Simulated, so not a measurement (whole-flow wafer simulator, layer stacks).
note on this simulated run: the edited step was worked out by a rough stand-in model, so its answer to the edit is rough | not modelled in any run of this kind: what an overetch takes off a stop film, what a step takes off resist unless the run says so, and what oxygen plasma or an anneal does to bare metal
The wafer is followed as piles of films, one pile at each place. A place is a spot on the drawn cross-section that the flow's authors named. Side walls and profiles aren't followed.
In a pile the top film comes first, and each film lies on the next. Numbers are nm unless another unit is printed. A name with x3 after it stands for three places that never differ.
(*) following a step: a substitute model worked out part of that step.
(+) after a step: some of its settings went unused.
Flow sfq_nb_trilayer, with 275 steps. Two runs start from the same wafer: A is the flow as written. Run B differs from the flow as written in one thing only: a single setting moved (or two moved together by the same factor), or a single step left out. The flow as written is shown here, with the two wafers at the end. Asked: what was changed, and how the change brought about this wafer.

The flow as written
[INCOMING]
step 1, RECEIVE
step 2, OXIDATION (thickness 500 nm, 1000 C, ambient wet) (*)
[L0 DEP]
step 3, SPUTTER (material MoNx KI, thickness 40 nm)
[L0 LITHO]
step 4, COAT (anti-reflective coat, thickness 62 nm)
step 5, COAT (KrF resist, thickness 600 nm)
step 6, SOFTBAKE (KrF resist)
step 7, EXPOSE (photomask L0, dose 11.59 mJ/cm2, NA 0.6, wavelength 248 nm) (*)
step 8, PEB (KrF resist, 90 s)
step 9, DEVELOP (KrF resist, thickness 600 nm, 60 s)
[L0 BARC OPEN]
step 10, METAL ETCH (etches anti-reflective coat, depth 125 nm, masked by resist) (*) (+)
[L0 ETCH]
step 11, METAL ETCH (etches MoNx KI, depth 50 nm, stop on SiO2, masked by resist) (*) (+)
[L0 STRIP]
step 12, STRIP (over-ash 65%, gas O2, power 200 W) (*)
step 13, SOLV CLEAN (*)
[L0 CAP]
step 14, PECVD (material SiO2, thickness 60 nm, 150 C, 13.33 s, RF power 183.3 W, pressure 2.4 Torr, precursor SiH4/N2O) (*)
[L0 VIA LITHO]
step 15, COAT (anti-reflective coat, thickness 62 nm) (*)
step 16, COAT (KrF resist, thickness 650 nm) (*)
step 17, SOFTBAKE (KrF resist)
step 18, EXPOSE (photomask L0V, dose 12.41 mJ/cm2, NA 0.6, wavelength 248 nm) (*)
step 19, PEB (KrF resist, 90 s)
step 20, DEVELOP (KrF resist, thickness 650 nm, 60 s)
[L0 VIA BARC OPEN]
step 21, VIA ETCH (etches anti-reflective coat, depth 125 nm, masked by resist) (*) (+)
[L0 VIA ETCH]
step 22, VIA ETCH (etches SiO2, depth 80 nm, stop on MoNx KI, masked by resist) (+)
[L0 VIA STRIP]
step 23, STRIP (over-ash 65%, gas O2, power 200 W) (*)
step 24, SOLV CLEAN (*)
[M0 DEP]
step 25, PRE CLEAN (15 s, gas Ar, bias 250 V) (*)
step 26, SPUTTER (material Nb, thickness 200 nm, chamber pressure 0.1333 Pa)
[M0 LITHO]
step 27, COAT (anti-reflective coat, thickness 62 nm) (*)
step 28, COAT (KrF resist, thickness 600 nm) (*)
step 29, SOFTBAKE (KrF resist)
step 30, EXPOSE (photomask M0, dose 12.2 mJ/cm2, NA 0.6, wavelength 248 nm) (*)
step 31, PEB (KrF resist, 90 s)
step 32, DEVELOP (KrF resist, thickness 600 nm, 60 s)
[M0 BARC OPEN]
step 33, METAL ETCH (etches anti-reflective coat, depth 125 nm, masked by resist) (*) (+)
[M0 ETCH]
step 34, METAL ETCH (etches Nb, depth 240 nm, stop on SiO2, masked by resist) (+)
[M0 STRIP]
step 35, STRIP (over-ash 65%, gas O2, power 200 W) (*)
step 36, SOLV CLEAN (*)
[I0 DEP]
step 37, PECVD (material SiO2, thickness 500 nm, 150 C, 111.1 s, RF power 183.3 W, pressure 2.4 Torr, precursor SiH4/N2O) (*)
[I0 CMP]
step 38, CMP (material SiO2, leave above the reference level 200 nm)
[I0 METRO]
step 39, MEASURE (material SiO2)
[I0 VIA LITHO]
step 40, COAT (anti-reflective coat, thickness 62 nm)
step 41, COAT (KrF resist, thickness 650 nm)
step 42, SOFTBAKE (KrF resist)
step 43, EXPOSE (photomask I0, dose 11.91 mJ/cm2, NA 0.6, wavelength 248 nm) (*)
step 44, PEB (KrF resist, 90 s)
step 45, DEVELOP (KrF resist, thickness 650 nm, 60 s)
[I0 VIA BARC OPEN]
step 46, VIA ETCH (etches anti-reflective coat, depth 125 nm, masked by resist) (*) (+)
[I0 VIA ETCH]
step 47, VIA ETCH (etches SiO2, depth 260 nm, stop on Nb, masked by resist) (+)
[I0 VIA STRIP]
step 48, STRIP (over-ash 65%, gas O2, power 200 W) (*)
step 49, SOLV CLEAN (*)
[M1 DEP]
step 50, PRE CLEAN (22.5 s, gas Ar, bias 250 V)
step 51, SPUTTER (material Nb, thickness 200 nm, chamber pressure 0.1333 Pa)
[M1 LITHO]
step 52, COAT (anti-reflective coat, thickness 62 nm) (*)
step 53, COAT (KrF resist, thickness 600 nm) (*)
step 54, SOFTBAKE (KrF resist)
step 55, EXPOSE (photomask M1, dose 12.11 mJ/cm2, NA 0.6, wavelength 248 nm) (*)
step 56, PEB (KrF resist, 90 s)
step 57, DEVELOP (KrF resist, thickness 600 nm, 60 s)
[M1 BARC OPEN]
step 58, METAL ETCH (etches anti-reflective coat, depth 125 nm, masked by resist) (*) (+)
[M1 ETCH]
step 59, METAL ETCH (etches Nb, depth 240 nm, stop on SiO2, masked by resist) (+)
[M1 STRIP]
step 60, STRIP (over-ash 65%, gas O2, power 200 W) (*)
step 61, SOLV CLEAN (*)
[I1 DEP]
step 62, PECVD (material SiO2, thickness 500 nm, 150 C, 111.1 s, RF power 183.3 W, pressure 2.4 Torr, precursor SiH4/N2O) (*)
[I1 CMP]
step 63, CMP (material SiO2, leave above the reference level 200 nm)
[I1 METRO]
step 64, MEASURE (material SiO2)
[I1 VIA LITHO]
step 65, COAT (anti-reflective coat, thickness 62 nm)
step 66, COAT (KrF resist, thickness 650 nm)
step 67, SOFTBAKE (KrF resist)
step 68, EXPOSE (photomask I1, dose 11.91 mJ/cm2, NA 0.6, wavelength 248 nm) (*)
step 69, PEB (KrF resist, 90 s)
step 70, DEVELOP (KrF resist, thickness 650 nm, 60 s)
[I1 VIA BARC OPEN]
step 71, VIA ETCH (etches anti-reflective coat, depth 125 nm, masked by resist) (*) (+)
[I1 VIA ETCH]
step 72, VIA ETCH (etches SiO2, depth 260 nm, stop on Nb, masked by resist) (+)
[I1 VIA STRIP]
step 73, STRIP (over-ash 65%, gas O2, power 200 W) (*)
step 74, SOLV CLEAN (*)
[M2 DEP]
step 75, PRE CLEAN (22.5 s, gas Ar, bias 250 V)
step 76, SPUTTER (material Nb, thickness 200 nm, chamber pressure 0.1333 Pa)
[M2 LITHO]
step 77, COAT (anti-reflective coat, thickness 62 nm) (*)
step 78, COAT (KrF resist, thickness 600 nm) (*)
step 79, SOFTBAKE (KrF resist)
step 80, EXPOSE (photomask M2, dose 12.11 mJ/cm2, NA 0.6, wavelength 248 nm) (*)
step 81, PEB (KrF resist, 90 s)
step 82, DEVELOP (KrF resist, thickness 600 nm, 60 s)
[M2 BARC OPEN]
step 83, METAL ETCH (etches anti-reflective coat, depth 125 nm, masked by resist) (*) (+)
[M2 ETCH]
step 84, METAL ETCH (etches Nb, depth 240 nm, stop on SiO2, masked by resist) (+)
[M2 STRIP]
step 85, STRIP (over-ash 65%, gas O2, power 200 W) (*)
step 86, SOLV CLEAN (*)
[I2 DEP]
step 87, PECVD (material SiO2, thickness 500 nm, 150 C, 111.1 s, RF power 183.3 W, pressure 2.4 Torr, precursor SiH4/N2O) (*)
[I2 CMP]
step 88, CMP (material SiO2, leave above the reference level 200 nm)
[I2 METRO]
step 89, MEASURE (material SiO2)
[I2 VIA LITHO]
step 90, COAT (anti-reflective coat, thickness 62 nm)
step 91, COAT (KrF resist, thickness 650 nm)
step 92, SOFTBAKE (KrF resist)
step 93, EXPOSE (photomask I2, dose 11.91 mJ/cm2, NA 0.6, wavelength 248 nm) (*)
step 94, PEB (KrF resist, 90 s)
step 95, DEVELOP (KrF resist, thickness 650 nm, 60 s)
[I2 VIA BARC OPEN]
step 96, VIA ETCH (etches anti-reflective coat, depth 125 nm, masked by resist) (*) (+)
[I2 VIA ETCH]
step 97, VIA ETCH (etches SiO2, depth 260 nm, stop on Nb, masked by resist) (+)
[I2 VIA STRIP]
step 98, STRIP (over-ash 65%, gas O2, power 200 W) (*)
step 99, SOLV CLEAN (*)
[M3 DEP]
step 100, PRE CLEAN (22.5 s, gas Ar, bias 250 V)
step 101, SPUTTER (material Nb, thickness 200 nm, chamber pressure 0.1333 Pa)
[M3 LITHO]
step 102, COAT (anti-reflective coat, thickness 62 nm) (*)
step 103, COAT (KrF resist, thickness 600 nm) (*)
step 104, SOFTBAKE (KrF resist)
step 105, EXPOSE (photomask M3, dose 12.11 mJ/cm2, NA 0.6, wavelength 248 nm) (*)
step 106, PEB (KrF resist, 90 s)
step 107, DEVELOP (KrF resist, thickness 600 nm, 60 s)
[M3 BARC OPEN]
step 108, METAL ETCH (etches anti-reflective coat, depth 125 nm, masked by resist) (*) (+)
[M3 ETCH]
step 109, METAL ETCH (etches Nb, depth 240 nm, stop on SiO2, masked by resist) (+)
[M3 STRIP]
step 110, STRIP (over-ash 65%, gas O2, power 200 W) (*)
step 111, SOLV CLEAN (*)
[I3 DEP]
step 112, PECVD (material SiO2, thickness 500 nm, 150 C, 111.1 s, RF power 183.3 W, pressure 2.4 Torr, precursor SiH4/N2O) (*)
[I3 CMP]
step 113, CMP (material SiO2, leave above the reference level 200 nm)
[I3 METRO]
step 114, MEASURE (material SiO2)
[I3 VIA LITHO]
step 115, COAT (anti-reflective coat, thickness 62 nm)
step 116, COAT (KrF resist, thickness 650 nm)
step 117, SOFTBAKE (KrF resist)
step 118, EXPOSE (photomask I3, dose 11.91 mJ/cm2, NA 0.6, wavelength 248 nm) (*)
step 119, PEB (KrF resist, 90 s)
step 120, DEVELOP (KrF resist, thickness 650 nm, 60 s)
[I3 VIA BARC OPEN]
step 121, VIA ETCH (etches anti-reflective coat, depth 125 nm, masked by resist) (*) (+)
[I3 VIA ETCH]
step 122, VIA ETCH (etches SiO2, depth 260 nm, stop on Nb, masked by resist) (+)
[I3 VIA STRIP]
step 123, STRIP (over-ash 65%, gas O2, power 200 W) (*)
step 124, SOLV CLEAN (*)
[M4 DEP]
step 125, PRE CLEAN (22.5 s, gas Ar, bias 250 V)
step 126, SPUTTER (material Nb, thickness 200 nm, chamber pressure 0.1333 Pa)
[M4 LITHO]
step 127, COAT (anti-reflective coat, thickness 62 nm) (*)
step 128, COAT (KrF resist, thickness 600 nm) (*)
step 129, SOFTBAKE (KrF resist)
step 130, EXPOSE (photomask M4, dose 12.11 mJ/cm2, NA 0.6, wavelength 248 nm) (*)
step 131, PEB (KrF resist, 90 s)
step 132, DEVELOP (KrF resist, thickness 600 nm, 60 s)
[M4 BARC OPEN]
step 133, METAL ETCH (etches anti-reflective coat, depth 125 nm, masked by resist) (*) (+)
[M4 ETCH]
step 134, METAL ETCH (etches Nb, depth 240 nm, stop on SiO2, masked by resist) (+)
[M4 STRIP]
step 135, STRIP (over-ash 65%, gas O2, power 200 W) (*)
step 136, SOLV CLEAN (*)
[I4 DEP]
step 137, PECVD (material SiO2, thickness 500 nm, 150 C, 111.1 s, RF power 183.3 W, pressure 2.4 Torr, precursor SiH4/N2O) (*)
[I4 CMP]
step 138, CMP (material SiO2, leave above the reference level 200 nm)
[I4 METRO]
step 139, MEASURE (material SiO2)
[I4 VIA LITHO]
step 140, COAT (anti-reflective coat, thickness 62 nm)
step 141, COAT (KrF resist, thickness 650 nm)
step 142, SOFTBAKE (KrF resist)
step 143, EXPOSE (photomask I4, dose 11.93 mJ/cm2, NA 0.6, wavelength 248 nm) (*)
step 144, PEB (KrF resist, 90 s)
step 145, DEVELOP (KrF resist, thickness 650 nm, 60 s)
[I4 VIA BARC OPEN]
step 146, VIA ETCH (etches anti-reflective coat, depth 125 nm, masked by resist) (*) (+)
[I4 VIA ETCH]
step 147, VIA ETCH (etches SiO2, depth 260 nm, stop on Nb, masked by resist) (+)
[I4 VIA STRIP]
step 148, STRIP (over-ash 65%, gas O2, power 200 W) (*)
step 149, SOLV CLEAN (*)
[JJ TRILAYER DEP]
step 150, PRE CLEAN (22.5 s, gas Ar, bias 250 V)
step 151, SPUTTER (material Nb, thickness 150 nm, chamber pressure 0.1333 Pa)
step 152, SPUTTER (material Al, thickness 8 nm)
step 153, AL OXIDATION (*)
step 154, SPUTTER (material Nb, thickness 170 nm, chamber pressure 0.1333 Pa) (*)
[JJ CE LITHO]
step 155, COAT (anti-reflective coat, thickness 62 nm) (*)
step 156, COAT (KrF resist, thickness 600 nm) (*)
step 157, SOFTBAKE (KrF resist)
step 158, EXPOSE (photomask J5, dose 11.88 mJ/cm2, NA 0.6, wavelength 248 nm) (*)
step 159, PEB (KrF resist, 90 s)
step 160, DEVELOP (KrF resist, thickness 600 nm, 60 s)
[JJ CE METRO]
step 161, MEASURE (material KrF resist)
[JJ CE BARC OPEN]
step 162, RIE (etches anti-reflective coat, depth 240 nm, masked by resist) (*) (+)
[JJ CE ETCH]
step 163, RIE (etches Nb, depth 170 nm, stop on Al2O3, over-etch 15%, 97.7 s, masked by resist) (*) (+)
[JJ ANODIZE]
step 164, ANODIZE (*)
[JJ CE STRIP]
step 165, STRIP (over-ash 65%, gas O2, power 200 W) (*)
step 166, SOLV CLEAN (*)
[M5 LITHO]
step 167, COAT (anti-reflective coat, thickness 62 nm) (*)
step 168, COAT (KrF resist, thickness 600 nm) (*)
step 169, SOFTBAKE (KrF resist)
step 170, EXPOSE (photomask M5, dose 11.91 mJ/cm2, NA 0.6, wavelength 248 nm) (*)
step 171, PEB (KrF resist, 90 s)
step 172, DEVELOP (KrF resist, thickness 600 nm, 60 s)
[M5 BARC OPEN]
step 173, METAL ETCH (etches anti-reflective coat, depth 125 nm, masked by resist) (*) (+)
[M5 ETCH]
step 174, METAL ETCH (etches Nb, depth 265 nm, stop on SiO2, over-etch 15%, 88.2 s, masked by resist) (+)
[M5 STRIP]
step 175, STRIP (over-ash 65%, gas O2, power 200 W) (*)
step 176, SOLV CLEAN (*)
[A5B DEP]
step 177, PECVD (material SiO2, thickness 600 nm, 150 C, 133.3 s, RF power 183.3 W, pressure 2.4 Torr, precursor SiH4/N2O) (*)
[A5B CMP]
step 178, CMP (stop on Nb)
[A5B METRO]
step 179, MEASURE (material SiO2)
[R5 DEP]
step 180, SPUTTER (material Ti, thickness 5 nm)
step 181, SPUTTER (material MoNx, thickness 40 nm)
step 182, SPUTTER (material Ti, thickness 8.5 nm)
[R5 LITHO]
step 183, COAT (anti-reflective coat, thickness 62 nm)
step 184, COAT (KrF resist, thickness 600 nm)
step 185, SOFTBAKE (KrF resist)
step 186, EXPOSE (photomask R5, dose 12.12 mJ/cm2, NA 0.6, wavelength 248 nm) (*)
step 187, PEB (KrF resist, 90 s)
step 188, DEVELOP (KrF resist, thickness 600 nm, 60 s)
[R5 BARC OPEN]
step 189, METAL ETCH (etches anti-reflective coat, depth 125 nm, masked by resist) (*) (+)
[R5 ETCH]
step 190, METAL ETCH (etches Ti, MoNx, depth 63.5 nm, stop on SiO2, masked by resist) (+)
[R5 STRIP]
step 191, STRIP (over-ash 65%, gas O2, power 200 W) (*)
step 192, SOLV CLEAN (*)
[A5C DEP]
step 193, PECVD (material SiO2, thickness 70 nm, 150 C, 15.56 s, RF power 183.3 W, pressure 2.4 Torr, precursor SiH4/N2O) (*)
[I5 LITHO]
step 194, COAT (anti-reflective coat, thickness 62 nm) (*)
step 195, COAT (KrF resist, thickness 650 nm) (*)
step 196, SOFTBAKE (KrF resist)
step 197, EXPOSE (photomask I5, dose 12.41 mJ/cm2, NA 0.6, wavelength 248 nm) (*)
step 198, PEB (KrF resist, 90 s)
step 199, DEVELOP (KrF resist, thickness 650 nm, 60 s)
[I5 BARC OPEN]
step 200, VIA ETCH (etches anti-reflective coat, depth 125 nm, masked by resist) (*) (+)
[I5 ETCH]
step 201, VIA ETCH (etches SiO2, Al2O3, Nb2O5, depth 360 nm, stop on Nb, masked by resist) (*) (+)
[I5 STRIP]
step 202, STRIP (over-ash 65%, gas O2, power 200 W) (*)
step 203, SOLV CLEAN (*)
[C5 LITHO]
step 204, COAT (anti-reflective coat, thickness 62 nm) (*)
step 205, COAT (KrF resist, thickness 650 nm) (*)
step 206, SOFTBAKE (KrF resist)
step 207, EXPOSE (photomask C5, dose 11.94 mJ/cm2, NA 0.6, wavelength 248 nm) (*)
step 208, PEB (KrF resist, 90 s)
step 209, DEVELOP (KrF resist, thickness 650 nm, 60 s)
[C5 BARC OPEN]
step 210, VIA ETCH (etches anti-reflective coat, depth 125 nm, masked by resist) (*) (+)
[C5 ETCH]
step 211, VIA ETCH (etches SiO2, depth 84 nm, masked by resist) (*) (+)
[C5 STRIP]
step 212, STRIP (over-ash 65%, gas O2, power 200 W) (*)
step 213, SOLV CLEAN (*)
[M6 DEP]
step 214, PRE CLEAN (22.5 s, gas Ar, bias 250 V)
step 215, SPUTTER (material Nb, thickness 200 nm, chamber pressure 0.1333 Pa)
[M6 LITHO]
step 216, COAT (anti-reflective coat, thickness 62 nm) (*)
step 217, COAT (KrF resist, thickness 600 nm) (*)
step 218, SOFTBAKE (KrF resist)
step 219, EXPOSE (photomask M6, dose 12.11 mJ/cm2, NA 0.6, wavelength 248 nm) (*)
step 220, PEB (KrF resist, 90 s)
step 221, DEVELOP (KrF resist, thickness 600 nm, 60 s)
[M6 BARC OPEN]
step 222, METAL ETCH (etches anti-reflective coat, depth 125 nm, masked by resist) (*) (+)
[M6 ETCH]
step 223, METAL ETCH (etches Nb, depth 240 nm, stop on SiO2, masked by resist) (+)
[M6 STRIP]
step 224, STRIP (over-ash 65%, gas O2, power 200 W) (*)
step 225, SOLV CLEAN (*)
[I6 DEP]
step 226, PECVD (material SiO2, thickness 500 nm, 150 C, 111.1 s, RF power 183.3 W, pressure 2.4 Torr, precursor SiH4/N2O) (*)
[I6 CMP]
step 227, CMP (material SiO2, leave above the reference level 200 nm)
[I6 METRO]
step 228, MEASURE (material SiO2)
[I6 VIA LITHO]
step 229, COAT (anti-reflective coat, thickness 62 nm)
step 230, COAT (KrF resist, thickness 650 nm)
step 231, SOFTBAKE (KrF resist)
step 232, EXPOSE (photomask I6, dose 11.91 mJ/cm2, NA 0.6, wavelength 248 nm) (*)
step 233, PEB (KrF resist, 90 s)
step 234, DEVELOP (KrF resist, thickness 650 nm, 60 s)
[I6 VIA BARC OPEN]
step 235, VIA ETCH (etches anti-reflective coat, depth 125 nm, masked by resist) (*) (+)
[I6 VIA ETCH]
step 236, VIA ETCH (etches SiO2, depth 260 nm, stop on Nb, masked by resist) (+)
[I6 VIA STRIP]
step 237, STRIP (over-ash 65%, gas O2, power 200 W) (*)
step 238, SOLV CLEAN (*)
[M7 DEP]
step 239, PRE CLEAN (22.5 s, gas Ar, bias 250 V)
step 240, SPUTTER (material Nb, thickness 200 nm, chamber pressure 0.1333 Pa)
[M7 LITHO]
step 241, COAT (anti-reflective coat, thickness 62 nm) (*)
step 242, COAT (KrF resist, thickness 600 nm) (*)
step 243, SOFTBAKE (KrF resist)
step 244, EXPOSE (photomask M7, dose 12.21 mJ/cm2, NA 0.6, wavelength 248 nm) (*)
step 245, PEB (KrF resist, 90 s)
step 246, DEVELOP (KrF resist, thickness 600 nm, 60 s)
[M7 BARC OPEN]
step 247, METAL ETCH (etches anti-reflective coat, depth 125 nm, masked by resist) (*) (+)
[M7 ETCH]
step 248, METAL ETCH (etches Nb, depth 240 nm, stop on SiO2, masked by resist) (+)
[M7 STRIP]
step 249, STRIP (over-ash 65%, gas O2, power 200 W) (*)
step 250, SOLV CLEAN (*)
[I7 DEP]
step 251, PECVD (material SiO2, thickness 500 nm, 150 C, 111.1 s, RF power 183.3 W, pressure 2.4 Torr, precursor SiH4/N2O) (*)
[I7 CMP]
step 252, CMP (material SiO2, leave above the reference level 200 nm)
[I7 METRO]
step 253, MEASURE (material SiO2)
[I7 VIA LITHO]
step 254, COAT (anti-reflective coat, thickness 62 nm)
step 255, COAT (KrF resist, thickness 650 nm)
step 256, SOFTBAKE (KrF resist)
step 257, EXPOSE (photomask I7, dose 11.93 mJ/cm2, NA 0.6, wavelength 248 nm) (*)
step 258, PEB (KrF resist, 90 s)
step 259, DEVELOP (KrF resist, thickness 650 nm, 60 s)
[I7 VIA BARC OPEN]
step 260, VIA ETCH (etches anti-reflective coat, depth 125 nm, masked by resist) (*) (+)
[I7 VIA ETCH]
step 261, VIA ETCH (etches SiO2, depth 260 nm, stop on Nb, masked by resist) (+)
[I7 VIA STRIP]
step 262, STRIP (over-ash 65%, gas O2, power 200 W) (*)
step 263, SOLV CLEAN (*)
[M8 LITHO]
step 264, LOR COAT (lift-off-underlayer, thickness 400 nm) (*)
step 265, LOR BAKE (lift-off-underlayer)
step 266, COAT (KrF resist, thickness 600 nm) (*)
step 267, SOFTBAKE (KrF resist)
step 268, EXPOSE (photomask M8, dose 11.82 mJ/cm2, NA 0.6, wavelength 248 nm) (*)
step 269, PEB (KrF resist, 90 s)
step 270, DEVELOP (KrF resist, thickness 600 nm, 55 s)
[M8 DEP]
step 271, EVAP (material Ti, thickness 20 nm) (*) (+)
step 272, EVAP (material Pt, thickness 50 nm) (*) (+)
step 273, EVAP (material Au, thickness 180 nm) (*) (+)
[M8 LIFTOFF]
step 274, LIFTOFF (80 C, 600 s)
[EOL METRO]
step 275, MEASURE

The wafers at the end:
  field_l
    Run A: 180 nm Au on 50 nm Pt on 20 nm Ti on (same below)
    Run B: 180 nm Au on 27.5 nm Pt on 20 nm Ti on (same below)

The reason: step 272, EVAP: thickness 27.5 nm was run, whereas the flow has thickness 50 nm.
The wafer itself shows it: field_l has Pt 27.5, and step 272 as written asks for 50 nm.

The path from the change to this, step by step:
  step 272, EVAP (material Pt, thickness 50 nm) (*) (+)
      field_l, v_sur, via_wl and 103 more: A +50 Pt (new film) | B +27.5 Pt (new film)
  step 274, LIFTOFF (80 C, 600 s)
      p4_fl, p4_fm, p4_w1 and 71 more: A -180 Au (all of it), -50 Pt (all of it), -20 Ti (all of it), -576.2 KrF resist (all of it), -400 lift-off-underlayer (all of it) | B -180 Au (all of it), -27.5 Pt (all of it), -20 Ti (all of it), -576.2 KrF resist (all of it), -400 lift-off-underlayer (all of it)
      c5j, ce_r: A -180 Au (all of it), -50 Pt (all of it), -20 Ti (all of it), -573.3 KrF resist (all of it), -399.3 lift-off-underlayer (all of it) | B -180 Au (all of it), -27.5 Pt (all of it), -20 Ti (all of it), -573.3 KrF resist (all of it), -399.3 lift-off-underlayer (all of it)
      (and at 19 other places as well)
